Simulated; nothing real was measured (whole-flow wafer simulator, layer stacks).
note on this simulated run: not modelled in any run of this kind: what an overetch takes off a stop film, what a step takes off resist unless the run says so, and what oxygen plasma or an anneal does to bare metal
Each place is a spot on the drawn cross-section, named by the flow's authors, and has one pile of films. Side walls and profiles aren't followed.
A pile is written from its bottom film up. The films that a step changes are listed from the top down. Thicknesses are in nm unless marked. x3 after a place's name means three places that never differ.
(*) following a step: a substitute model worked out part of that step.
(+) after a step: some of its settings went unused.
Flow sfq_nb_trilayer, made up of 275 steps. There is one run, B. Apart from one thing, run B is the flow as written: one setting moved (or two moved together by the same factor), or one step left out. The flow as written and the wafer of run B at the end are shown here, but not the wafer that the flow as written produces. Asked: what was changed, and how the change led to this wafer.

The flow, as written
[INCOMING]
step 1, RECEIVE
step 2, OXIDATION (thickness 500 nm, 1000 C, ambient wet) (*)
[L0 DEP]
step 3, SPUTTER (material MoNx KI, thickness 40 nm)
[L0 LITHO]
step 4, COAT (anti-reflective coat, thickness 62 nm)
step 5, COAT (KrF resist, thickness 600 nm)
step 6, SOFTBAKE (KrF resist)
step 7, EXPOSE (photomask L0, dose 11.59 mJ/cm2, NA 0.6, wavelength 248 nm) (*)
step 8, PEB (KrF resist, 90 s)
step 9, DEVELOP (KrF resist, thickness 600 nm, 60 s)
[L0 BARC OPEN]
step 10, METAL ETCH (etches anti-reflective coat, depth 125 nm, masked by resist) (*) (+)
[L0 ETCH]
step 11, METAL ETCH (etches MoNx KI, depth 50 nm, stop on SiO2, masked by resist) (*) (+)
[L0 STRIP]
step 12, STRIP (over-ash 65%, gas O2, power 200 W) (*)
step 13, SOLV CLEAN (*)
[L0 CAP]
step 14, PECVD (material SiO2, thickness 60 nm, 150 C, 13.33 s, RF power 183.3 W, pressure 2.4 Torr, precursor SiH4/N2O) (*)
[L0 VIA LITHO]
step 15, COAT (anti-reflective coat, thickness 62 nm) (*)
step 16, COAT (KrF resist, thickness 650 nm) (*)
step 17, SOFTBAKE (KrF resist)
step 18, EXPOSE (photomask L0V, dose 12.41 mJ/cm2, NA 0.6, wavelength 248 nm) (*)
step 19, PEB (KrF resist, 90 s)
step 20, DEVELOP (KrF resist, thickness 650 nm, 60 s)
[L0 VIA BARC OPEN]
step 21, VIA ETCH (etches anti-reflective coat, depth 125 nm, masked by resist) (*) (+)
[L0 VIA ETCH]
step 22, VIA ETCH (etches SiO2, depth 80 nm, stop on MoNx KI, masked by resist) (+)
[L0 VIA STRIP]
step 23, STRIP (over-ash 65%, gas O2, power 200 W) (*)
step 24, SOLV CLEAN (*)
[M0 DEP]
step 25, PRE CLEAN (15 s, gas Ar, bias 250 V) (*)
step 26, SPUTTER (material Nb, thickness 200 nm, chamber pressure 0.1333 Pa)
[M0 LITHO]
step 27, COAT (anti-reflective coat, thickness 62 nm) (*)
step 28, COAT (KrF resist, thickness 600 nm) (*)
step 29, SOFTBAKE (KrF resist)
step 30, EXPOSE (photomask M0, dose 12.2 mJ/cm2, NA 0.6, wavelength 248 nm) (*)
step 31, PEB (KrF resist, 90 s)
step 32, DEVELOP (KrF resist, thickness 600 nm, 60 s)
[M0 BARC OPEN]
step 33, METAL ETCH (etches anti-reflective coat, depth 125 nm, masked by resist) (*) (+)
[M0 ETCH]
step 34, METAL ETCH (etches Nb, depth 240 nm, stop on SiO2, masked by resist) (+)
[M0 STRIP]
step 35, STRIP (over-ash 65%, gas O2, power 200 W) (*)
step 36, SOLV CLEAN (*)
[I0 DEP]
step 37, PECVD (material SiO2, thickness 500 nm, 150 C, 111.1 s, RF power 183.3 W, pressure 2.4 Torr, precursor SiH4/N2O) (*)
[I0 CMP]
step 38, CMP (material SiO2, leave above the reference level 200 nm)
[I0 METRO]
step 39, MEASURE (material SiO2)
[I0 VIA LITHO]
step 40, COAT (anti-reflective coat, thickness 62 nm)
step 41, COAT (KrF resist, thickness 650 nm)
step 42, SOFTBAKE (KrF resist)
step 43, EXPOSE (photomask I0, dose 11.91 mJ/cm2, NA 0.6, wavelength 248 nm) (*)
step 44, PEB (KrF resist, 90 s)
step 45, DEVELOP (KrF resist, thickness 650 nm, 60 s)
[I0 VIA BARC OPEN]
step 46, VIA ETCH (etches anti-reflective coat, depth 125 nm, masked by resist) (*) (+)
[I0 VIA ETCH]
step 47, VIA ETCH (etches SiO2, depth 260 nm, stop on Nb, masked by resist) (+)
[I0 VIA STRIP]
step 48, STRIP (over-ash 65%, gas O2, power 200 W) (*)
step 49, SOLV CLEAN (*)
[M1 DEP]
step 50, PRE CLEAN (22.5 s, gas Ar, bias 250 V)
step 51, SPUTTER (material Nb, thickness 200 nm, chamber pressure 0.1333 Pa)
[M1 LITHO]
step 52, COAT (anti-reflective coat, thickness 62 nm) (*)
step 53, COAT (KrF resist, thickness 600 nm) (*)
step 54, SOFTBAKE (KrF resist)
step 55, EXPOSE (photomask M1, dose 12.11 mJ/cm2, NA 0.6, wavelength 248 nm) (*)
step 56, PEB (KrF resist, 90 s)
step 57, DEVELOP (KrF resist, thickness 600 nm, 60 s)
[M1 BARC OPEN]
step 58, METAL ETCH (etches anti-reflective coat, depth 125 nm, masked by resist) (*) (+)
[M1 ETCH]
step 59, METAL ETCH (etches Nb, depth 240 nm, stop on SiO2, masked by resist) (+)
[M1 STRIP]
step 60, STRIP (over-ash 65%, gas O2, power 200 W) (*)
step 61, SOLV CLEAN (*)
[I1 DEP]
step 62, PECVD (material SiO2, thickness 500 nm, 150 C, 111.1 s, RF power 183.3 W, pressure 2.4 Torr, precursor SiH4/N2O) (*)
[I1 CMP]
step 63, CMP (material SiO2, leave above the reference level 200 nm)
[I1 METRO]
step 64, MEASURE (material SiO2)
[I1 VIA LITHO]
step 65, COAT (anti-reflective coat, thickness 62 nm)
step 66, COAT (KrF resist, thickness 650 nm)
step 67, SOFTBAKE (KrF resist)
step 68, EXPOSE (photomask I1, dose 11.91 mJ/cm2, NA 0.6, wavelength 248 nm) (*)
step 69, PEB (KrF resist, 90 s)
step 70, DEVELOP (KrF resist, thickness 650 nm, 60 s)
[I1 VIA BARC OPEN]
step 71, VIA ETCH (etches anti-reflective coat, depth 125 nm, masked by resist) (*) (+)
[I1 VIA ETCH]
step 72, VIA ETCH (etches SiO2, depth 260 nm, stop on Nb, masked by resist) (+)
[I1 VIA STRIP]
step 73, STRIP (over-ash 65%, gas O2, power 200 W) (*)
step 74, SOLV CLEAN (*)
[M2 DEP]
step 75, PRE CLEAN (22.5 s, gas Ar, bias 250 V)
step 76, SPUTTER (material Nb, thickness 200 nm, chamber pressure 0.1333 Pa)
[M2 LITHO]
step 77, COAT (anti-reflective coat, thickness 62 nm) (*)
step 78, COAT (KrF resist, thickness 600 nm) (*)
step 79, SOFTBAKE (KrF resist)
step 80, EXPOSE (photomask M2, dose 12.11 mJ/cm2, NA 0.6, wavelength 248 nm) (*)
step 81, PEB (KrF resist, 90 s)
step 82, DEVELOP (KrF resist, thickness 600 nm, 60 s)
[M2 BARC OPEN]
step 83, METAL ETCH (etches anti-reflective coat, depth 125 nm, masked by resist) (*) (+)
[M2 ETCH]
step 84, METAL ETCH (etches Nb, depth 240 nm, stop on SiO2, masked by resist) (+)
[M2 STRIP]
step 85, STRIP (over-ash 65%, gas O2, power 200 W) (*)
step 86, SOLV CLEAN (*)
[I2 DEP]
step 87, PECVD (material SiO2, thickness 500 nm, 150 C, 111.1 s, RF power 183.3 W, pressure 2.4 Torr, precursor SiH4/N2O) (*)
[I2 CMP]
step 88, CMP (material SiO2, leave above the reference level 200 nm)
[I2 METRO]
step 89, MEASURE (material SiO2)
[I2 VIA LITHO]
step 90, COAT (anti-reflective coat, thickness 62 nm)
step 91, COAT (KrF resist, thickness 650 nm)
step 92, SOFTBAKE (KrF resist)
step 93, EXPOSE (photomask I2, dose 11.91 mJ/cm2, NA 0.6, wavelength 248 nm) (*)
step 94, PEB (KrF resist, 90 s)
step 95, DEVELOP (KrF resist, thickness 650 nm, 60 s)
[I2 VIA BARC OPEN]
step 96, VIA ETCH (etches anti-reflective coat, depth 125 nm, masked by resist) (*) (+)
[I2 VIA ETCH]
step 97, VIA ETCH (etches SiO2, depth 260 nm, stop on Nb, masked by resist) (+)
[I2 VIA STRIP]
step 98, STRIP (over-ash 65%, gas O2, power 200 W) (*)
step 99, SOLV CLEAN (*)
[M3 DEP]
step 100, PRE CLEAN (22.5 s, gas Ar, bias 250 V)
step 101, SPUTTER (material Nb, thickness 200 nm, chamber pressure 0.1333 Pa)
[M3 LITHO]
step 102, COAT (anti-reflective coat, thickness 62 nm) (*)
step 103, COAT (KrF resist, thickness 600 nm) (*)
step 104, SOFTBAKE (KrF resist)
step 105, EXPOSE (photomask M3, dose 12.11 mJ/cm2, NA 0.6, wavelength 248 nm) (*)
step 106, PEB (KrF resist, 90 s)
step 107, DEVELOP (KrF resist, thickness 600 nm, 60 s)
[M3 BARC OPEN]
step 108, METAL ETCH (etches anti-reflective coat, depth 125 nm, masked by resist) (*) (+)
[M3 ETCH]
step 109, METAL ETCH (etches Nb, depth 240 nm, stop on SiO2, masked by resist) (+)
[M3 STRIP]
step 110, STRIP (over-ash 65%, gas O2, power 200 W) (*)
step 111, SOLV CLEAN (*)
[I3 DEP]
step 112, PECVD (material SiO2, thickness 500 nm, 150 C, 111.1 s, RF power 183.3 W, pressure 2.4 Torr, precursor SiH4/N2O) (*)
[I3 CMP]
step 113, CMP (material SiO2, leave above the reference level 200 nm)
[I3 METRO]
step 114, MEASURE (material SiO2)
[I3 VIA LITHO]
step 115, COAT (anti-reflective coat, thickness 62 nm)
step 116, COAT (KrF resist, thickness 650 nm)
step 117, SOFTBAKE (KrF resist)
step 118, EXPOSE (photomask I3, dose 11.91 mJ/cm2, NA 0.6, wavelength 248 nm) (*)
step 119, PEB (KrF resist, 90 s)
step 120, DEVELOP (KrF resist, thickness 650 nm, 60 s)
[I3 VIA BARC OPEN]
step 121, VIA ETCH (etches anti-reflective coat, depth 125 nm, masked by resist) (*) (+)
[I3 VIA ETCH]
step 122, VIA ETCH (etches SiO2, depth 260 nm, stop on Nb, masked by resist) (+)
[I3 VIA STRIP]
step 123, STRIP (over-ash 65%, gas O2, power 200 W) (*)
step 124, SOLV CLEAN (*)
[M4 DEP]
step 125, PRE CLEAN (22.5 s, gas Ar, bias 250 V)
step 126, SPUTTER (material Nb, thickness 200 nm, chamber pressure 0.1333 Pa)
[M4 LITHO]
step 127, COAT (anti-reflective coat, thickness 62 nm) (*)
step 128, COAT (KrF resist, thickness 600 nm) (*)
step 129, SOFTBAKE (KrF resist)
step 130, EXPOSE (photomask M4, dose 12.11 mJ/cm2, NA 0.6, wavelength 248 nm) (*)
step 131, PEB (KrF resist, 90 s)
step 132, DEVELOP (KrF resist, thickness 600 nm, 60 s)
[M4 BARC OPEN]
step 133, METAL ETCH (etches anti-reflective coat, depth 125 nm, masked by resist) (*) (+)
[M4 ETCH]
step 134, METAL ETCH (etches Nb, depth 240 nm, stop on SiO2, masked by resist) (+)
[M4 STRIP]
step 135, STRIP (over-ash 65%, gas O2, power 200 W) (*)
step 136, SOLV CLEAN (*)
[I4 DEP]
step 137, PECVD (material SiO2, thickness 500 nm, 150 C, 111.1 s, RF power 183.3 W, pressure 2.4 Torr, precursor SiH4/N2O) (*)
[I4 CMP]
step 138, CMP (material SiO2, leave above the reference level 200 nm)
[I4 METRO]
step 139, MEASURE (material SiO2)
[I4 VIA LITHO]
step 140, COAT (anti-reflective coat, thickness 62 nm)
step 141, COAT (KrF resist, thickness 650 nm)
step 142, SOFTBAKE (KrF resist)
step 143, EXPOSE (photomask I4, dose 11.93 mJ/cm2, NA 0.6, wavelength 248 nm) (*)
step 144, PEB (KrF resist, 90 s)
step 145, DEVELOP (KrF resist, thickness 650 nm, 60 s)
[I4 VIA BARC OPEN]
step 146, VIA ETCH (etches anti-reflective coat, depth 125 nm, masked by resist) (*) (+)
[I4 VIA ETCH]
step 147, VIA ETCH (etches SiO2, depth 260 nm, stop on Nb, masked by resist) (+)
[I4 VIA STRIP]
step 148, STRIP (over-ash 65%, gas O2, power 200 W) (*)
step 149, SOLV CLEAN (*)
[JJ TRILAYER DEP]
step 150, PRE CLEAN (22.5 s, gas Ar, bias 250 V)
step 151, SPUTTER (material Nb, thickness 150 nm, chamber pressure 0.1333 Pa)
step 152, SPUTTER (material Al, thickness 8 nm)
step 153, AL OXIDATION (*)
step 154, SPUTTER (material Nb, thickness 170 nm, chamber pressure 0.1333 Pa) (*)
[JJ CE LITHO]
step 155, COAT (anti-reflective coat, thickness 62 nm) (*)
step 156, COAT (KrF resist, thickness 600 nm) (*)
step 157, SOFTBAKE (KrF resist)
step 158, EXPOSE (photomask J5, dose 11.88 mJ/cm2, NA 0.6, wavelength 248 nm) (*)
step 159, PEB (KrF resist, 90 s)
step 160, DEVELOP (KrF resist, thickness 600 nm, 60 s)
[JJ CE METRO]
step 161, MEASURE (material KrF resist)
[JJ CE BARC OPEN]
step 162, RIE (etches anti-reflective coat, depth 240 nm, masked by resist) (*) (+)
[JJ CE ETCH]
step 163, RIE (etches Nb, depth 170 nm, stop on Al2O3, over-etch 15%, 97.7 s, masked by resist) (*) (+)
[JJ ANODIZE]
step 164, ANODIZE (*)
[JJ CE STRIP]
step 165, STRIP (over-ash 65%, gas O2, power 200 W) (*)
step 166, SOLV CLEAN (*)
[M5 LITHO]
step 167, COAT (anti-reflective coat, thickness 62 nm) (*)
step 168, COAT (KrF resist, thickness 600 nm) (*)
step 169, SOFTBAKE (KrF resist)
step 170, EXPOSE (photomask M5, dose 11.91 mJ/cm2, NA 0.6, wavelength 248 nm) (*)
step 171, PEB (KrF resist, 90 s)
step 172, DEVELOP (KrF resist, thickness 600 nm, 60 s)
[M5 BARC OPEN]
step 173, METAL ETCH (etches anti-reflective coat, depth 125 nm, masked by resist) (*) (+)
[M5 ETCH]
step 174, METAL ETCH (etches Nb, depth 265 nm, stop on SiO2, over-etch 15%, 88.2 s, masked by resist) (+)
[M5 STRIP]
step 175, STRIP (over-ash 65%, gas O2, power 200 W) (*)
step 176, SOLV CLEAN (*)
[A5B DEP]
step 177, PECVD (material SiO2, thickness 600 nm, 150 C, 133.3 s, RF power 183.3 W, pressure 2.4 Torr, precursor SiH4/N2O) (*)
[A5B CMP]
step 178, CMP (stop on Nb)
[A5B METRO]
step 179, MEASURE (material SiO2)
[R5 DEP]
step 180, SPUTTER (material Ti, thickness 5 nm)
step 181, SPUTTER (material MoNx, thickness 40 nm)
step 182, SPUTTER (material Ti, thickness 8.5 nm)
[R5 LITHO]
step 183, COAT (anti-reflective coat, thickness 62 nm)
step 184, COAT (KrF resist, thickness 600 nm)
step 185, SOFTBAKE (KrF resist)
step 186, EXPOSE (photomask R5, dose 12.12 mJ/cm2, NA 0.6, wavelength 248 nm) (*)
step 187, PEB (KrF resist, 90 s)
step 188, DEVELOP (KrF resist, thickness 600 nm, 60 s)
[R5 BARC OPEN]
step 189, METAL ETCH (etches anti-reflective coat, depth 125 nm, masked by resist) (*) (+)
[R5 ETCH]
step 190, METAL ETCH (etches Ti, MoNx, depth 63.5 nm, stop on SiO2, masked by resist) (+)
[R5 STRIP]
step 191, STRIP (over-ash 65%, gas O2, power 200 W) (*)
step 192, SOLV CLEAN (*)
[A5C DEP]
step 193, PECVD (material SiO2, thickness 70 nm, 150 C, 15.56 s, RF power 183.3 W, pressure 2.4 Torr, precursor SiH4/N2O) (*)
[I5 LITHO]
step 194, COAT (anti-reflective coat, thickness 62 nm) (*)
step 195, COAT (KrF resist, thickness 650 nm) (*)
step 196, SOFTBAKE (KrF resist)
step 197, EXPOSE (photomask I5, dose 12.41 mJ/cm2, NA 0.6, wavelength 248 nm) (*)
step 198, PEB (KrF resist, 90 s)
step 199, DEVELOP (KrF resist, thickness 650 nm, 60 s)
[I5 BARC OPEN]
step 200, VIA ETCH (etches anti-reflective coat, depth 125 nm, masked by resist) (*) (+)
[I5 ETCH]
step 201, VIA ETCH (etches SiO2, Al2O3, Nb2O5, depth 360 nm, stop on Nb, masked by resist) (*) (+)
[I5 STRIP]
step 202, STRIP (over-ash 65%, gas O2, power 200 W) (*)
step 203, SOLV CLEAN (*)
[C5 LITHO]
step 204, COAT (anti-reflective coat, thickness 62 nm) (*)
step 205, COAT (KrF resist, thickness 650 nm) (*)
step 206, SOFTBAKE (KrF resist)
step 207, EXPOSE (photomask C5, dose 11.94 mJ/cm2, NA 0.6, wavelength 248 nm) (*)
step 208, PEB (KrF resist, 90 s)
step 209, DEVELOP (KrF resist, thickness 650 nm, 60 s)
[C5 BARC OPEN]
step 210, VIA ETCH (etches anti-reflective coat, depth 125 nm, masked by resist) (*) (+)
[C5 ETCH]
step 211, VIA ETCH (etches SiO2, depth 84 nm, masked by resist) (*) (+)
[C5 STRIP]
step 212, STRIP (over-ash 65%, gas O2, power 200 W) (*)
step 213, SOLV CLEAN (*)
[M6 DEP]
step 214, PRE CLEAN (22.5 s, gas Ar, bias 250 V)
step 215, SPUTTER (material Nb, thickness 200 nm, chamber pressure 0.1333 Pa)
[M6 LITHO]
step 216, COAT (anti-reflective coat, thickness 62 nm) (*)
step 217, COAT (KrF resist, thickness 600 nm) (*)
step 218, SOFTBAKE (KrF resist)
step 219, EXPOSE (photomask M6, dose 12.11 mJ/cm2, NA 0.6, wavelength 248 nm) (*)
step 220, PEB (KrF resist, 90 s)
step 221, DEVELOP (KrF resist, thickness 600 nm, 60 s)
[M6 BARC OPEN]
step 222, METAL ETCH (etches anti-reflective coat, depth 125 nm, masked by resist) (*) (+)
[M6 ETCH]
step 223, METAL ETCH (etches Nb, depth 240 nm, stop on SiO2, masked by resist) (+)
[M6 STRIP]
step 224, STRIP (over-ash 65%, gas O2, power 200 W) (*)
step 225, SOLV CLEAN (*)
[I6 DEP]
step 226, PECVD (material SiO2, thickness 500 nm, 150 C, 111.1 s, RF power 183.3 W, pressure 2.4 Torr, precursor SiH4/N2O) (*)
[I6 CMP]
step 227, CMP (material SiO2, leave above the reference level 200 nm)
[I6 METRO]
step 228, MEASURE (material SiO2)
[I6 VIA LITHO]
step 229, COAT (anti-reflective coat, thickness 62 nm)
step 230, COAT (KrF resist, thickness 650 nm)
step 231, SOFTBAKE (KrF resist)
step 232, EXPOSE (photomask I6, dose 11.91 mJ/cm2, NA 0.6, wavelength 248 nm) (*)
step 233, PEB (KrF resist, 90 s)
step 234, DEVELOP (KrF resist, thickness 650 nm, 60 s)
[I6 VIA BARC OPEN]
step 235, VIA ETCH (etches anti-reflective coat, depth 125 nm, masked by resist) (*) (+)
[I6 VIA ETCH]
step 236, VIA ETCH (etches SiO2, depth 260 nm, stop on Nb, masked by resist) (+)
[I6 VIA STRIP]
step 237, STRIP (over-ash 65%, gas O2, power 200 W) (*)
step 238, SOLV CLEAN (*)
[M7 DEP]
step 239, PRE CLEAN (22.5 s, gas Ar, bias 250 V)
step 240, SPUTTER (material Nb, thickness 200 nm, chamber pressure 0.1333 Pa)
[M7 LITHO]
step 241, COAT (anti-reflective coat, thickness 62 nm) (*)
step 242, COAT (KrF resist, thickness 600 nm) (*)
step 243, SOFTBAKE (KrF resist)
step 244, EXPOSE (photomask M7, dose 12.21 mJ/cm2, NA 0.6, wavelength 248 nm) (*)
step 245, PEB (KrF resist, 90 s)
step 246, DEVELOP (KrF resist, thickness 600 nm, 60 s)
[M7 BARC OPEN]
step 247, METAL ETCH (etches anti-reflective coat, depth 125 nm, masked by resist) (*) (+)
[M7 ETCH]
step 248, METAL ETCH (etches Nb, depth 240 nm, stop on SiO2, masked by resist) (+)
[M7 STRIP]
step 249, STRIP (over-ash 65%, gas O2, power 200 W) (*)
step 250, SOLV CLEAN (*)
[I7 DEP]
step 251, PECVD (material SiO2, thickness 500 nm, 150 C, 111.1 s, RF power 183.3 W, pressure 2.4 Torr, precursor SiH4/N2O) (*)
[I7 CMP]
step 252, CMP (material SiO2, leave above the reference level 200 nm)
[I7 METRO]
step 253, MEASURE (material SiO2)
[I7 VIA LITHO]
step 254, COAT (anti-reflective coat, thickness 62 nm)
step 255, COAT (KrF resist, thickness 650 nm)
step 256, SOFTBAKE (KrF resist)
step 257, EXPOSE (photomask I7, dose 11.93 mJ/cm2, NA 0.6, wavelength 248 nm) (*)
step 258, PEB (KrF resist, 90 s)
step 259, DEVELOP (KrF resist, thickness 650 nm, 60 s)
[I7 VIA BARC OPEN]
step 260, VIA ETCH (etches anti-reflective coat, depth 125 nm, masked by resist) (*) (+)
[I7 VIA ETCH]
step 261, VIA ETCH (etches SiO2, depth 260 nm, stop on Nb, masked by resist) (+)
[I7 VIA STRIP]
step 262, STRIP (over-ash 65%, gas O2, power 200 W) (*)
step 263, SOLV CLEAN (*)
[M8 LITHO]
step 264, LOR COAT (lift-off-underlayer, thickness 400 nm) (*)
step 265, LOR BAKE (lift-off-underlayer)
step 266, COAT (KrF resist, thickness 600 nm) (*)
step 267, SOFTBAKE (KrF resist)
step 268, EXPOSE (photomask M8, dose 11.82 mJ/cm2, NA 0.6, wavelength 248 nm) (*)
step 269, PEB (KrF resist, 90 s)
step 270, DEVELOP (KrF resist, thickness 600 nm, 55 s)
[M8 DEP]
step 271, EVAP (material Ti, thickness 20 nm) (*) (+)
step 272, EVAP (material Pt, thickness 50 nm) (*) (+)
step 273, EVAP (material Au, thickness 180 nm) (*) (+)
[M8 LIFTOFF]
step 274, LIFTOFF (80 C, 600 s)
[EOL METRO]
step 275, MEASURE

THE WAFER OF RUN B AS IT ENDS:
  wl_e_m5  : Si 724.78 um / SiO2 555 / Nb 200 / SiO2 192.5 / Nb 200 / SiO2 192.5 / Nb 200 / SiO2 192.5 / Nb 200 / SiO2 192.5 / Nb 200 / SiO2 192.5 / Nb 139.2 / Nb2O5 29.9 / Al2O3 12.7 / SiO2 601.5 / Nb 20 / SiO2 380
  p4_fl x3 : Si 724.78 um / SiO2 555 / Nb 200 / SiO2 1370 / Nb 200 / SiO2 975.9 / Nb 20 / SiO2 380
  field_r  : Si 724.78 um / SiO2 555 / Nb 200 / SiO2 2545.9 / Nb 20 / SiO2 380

What caused this: step 248, METAL ETCH: depth 180 nm was run, though the flow has depth 240 nm.

How this came from the change, step by step:
  step 248, METAL ETCH (etches Nb, depth 240 nm, stop on SiO2, masked by resist) (+)
      field_l, field_r, lsp_l and 62 more: Nb loses 180 (in the flow as written it would be: Nb loses 200 (all of it))
      v_sur, via_wl, via_w and 38 more: KrF resist loses 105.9 (in the flow as written it would be: KrF resist loses 141.2)
  step 249, STRIP (over-ash 65%, gas O2, power 200 W) (*)
      wl_j_sl, wl_jj, wl_j_sr and 14 more: KrF resist loses 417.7 (all of it), anti-reflective coat loses 62 (all of it) (in the flow as written it would be: KrF resist loses 382.4 (all of it), anti-reflective coat loses 62 (all of it))
      ln_m5, lsp_m, ln_m6, lsp_r: KrF resist loses 417.2 (all of it), anti-reflective coat loses 61.8 (all of it) (in the flow as written it would be: KrF resist loses 381.9 (all of it), anti-reflective coat loses 61.8 (all of it))
      (also at 20 further places)
  step 251, PECVD (material SiO2, thickness 500 nm, 150 C, 111.1 s, RF power 183.3 W, pressure 2.4 Torr, precursor SiH4/N2O) (*)
      field_l, p4_fl x3, p4_w1 x9 and 46 more: SiO2 gains 500 (new film) (in the flow as written it would be: SiO2 gains 500)
      field_r, lsp_l: SiO2 gains 479.9 (new film) (in the flow as written it would be: SiO2 gains 477.7)
      (also at 4 further places)
  step 252, CMP (material SiO2, leave above the reference level 200 nm)
      field_l, p4_fl x3, p4_w1 x9 and 46 more: SiO2 loses 120 (in the flow as written it would be: SiO2 loses 100)
      field_r, lsp_l: SiO2 loses 99.9 (in the flow as written it would be: SiO2 loses 77.7)
      (also at 2 further places)
Taking metal films that touch as one body, wl_e_m5 has 7 bodies (between them, from the top down: SiO2 601.5 / Al2O3 12.7 / Nb2O5 29.9; SiO2 192.5; SiO2 192.5; SiO2 192.5; SiO2 192.5; SiO2 192.5); the flow as written gives 6 bodies (between them, from the top down: SiO2 192.5; SiO2 192.5; SiO2 192.5; SiO2 192.5; SiO2 192.5).
Taking metal films that touch as one body, p4_fl x3 has 3 bodies (between them, from the top down: SiO2 975.9; SiO2 1370); the flow as written gives 2 bodies (between them, from the top down: SiO2 1370).
Taking metal films that touch as one body, field_r has 2 bodies (between them, from the top down: SiO2 2545.9); the flow as written gives 1 body.
